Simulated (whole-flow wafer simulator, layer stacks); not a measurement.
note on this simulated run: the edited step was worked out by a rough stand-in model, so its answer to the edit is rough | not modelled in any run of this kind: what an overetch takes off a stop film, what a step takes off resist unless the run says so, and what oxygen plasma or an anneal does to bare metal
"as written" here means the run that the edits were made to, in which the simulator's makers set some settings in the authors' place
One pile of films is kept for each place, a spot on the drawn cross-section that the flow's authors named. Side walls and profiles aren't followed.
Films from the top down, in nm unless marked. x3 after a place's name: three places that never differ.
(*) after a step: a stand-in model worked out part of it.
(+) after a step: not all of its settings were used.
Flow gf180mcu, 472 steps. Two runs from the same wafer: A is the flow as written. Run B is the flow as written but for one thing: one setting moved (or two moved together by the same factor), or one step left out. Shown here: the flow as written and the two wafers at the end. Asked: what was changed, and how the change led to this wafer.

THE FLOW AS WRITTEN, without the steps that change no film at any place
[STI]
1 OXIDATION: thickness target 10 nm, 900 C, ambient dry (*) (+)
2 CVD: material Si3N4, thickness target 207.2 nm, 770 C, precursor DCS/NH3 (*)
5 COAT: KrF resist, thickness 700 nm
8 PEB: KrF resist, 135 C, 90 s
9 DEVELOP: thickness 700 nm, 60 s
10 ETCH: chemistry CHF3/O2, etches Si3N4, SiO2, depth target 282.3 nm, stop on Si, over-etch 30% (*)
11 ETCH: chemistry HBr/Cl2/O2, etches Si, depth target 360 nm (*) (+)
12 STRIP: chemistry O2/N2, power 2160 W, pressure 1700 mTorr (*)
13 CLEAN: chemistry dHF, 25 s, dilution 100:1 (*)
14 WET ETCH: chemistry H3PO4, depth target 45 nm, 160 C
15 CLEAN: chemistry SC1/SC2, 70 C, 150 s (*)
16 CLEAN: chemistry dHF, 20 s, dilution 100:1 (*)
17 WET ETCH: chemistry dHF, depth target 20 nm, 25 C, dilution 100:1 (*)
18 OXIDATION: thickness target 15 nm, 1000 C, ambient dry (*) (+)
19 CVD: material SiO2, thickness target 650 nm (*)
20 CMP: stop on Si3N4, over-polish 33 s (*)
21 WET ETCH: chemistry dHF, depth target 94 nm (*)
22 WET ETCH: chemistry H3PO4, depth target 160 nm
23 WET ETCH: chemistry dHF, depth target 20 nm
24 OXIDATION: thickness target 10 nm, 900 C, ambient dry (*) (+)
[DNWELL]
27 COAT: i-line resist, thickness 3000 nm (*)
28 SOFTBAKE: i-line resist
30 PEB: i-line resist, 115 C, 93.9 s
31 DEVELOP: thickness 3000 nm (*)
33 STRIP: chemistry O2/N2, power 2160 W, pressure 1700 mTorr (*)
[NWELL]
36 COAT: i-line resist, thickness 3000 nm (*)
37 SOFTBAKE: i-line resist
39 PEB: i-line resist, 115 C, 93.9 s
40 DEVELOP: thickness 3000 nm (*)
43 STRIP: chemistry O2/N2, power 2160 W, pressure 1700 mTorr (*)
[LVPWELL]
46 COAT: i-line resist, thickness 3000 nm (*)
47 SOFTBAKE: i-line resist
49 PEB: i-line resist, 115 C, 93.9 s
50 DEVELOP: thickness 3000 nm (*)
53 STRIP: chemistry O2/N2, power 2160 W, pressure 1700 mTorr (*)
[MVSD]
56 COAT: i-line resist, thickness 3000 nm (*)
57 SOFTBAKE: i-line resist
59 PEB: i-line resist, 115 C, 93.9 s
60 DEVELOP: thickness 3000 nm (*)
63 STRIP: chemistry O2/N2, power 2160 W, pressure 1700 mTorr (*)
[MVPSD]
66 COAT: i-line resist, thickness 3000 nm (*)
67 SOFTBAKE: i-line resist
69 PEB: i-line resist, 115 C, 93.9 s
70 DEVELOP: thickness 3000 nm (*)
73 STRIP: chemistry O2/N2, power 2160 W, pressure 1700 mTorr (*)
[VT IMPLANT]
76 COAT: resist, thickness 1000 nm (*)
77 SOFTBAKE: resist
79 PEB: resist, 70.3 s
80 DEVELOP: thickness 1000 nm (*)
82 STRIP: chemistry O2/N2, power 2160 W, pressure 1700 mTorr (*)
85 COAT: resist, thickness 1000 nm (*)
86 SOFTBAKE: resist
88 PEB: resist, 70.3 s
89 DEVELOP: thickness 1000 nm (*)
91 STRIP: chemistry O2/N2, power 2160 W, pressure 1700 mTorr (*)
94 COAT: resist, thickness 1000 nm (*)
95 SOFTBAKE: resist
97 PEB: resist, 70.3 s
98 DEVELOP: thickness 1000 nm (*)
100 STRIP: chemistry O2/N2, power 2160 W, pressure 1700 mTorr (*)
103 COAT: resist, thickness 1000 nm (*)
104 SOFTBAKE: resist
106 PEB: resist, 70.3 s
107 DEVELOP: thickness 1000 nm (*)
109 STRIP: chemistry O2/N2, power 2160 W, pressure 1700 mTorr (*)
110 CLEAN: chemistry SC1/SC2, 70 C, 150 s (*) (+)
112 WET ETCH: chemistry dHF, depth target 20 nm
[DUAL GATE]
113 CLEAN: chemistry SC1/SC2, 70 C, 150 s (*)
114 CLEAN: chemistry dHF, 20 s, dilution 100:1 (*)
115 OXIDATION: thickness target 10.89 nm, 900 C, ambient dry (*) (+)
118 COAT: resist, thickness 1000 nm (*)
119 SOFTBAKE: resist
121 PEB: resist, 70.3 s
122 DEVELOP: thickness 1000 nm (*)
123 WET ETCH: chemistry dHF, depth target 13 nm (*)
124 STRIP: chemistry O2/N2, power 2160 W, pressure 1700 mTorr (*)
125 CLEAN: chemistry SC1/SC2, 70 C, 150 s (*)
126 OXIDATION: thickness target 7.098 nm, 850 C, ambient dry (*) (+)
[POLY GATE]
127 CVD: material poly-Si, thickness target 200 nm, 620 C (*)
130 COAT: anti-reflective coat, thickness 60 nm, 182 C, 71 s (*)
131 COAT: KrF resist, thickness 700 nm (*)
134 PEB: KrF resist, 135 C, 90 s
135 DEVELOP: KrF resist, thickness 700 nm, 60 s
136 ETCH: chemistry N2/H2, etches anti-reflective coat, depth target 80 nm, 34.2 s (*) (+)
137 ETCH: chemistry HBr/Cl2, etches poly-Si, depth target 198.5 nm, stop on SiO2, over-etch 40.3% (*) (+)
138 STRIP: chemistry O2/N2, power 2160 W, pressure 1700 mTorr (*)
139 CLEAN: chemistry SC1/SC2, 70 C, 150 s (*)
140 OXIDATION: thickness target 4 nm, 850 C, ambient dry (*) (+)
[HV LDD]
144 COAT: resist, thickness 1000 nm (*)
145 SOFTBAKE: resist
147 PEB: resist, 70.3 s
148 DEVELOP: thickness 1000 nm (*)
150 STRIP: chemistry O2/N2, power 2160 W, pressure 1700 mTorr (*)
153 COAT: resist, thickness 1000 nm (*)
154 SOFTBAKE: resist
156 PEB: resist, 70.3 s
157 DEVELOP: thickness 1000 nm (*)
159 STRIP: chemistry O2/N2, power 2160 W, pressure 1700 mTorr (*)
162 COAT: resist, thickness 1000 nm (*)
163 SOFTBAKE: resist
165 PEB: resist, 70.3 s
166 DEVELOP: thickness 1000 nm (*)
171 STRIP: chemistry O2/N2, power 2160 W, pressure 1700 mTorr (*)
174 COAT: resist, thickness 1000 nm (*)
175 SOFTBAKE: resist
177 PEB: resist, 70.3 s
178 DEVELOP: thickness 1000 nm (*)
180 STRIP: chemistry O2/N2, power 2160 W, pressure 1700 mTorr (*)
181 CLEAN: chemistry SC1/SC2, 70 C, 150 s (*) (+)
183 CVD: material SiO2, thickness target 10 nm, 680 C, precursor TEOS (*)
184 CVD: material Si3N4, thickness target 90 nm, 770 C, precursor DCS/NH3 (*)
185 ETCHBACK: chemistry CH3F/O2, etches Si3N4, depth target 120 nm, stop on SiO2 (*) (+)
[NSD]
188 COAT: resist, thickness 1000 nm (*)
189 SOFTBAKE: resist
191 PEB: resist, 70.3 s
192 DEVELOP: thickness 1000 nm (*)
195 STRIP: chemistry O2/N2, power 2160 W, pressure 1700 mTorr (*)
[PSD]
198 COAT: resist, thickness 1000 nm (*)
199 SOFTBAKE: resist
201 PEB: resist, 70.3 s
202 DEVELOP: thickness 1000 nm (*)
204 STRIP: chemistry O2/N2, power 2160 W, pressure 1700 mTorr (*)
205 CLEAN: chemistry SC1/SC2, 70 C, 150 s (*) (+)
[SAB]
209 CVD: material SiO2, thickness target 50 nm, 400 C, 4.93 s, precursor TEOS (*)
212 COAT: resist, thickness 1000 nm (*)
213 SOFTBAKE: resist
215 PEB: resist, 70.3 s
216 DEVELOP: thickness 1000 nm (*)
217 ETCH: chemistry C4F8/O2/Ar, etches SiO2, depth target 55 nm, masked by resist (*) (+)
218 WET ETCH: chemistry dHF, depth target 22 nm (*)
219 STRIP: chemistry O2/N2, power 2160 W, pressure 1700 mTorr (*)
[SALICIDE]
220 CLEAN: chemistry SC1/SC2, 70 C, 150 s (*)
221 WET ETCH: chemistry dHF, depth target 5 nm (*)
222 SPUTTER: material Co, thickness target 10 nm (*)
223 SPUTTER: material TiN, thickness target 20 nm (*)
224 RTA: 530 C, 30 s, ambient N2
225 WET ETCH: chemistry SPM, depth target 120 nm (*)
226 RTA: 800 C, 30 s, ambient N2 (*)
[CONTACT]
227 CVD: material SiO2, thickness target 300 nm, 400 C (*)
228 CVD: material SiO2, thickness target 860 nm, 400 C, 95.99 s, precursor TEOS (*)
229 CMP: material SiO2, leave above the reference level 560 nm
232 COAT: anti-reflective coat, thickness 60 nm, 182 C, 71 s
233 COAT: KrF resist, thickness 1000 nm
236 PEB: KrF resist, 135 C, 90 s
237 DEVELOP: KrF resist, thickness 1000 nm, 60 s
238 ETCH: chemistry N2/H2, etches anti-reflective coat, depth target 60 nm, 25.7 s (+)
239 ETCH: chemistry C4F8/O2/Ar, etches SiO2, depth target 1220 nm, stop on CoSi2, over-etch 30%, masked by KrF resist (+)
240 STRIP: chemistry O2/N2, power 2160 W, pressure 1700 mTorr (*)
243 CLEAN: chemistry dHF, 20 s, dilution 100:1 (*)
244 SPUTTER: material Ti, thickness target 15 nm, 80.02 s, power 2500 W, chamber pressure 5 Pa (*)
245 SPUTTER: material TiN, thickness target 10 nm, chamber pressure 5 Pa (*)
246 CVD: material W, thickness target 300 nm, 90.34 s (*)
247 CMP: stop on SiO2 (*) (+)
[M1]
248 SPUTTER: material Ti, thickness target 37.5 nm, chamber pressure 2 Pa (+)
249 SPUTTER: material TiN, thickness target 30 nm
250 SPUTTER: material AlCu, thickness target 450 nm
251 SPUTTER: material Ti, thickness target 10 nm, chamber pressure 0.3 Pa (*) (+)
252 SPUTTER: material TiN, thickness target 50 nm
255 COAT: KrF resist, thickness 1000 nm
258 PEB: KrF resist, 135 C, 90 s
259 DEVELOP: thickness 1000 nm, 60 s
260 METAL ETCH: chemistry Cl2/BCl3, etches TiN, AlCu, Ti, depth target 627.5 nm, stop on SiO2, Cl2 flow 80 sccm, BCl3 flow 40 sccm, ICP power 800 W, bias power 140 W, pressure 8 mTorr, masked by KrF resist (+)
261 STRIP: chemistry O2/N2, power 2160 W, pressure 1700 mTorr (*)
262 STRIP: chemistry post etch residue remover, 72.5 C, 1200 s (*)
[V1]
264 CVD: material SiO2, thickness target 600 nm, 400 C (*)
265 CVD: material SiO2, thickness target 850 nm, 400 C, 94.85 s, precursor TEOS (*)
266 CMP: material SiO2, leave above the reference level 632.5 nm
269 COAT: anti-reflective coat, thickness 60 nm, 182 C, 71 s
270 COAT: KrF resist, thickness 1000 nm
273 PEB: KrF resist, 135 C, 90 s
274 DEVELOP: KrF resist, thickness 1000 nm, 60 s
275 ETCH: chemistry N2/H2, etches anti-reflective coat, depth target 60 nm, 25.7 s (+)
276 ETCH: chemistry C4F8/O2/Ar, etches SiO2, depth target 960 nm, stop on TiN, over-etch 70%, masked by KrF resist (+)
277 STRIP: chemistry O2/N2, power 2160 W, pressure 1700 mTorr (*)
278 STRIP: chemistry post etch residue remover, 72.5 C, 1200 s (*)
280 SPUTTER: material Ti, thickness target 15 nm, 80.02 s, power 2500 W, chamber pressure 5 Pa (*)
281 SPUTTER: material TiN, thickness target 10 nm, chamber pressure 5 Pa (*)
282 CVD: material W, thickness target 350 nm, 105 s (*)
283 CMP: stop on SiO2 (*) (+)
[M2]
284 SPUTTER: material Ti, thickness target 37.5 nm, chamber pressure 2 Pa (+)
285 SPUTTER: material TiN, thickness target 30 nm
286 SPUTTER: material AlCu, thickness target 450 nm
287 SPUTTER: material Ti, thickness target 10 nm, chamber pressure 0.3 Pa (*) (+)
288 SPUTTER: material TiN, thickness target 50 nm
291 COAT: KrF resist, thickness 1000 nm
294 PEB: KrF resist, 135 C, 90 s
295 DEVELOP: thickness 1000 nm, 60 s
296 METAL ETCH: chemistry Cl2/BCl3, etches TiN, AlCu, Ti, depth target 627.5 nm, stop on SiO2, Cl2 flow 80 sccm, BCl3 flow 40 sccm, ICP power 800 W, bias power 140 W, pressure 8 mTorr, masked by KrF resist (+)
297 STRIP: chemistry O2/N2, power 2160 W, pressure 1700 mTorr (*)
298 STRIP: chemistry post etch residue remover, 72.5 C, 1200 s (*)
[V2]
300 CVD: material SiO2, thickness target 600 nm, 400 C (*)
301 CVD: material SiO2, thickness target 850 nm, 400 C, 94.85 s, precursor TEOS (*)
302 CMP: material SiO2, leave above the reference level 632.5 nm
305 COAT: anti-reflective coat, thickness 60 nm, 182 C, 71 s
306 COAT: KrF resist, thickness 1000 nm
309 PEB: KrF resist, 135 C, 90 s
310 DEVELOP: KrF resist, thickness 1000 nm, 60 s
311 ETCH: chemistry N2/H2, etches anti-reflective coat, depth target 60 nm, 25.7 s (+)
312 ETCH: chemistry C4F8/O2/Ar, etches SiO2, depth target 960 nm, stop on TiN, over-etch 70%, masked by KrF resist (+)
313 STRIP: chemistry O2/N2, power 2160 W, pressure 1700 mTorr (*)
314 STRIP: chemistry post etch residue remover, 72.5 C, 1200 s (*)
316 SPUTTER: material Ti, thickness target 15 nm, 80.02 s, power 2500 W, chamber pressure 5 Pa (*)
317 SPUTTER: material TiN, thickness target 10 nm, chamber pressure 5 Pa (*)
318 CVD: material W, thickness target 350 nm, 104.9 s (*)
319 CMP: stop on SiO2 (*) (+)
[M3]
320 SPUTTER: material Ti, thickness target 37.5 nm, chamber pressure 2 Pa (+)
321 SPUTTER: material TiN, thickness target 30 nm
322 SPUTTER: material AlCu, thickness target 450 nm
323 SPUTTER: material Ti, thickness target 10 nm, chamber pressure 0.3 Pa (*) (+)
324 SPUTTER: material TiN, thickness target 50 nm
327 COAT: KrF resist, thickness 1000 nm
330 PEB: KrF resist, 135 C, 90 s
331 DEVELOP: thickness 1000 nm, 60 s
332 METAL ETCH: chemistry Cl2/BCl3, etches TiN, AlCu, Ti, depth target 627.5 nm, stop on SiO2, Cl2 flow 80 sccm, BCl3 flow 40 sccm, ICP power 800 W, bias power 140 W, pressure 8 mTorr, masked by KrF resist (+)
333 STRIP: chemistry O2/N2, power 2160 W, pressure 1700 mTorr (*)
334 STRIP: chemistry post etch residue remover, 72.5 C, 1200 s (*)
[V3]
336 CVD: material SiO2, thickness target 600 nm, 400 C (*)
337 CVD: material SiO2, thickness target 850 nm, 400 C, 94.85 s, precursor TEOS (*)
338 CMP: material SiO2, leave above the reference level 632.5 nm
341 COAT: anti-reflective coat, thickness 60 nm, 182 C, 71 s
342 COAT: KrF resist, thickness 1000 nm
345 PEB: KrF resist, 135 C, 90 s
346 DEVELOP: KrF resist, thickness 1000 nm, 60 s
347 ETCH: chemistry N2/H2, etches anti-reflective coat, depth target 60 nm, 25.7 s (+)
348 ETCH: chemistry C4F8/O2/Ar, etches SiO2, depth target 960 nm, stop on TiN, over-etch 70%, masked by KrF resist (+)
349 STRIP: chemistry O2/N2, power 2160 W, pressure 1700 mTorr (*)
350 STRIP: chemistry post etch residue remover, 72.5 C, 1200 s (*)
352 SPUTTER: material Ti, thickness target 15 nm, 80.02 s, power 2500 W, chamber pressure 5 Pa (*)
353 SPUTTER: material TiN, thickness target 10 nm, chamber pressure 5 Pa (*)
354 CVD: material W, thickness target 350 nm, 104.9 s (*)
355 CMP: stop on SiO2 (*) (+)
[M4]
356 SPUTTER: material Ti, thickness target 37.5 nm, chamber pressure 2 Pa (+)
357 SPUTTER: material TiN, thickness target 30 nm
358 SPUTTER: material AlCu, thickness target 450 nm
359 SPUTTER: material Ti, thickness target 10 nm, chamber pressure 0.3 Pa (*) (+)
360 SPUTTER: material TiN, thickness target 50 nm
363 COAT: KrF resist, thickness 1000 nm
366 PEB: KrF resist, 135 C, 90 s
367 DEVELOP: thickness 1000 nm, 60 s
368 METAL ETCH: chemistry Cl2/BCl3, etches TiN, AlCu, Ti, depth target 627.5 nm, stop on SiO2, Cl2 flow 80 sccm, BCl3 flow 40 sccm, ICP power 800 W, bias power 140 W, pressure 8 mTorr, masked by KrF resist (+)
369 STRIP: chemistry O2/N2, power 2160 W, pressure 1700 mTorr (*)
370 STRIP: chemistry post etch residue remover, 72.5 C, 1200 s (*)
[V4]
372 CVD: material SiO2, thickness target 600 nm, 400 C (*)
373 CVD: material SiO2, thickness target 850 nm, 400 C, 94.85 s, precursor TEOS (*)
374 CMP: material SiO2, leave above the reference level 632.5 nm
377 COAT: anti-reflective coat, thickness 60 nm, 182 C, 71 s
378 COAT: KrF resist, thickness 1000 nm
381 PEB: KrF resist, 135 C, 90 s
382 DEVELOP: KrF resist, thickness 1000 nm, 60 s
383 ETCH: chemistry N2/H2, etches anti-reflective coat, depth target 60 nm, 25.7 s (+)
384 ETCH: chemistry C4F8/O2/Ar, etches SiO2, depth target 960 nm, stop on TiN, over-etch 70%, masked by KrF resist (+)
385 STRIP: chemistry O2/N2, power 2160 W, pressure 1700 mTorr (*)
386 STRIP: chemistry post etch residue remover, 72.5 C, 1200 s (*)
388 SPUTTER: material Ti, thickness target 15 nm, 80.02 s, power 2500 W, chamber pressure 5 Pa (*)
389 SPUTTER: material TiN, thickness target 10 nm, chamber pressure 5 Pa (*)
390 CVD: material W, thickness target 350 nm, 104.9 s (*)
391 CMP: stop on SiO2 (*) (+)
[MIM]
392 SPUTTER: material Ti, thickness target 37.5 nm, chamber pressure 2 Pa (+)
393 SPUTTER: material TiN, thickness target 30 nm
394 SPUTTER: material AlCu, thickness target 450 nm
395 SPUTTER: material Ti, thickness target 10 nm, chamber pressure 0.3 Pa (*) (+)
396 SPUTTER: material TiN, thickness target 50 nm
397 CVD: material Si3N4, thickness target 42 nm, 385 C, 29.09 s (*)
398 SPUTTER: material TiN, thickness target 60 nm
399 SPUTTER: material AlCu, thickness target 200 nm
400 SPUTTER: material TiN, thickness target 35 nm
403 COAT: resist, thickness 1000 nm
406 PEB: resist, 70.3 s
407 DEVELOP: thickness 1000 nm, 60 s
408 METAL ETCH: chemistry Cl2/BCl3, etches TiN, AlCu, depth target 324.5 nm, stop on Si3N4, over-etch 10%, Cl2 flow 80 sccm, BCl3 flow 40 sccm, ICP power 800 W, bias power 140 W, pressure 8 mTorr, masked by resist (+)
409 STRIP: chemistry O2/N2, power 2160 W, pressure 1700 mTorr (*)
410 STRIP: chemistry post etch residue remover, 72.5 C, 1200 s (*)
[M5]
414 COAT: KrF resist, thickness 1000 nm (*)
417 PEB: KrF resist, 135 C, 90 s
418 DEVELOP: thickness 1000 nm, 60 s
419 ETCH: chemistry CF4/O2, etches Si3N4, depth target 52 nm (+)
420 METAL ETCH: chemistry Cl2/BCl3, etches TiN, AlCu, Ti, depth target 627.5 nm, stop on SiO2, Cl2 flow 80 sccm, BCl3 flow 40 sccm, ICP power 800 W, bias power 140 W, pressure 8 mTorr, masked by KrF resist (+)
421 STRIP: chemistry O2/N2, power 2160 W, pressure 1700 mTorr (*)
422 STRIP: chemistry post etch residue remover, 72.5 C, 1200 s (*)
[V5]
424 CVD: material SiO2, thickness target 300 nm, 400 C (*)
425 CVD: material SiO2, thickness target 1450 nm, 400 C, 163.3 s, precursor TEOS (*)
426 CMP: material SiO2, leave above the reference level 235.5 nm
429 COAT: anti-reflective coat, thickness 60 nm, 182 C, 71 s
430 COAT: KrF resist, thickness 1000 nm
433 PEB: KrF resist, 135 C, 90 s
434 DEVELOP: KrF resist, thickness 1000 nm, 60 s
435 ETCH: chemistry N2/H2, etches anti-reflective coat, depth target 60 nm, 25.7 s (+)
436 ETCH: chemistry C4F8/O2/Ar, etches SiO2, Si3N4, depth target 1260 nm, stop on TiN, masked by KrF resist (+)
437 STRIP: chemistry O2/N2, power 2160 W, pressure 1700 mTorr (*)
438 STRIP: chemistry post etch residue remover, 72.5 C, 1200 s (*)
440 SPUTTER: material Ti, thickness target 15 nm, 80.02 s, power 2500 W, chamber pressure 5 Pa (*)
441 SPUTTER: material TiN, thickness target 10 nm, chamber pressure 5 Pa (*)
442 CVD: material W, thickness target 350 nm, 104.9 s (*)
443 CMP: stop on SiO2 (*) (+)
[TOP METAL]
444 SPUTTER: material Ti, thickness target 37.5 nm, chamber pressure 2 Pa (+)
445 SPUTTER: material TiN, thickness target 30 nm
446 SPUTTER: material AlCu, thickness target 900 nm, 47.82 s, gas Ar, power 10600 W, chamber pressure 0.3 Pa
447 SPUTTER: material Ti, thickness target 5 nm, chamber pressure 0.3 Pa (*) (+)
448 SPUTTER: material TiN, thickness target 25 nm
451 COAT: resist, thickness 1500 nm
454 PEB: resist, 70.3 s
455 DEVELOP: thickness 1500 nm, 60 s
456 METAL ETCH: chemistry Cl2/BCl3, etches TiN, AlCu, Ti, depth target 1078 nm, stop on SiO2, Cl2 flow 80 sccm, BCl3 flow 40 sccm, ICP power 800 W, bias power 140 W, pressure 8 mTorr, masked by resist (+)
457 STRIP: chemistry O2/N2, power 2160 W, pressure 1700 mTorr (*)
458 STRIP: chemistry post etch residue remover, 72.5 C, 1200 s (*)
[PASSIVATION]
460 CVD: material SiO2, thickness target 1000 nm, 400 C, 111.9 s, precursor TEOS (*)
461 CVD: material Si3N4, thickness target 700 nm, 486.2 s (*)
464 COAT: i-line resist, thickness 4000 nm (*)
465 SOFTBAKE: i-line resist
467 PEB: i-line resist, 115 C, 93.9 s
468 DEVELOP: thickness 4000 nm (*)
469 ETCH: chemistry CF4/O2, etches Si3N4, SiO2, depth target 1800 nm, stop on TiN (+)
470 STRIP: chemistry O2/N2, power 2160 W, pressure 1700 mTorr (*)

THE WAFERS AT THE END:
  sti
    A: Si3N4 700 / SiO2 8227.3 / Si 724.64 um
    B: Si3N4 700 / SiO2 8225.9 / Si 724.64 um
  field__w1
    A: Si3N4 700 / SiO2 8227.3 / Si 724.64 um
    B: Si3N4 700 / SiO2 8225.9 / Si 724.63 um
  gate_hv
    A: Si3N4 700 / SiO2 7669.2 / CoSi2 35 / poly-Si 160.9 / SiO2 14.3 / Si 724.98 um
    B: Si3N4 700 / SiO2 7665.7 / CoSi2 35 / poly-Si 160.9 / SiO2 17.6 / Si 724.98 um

The cause: step 126, OXIDATION: thickness target 10.93 nm was run, where the flow has thickness target 7.098 nm.

How the change led to this, step by step:
  126 OXIDATION: thickness target 7.098 nm, 850 C, ambient dry (*) (+)
      gate_hv, active_hv, active_nat and 25 more: A SiO2 +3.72, Si -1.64 | B SiO2 +7.01, Si -3.09
      active, n_well, p_well and 12 more: A SiO2 +7.1 (new film), chemical SiO2 -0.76 (all of it), Si -2.79 | B SiO2 +10.9 (new film), chemical SiO2 -0.76 (all of it), Si -4.48
      (and at 49 more places)
  130 COAT: anti-reflective coat, thickness 60 nm, 182 C, 71 s (*)
      pplus_u: A anti-reflective coat +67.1 (new film) | B anti-reflective coat +65.7 (new film)
  136 ETCH: chemistry N2/H2, etches anti-reflective coat, depth target 80 nm, 34.2 s (*) (+)
      pplus_u: A anti-reflective coat -67.1 (all of it), poly-Si -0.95 | B anti-reflective coat -65.7 (all of it), poly-Si -0.98
  189 SOFTBAKE: resist
      active_hv: A resist +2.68 | B resist -0.53
      nw_enc_fld_lv__w3: A resist +2.11 | B resist -1.6
      (and at 1 more place)
  199 SOFTBAKE: resist
      active_hv: A resist +2.68 | B resist -0.53
      nw_enc_fld_lv__w3: A resist +2.11 | B resist -1.6
      (and at 1 more place)
  218 WET ETCH: chemistry dHF, depth target 22 nm (*)
      active, p_well, sd_n, iso_ptap_pw, iso_ntap_nw, iso_ptap_sub, vpnp_e: A SiO2 -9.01 (all of it) | B SiO2 -12.6 (all of it)
      ldn_tap, ldn_src, ldn_drn, ldp_tap, ldp_src, ldp_drn, ldp_gr: A SiO2 -16 (all of it) | B SiO2 -19.1 (all of it)
      (and at 9 more places)
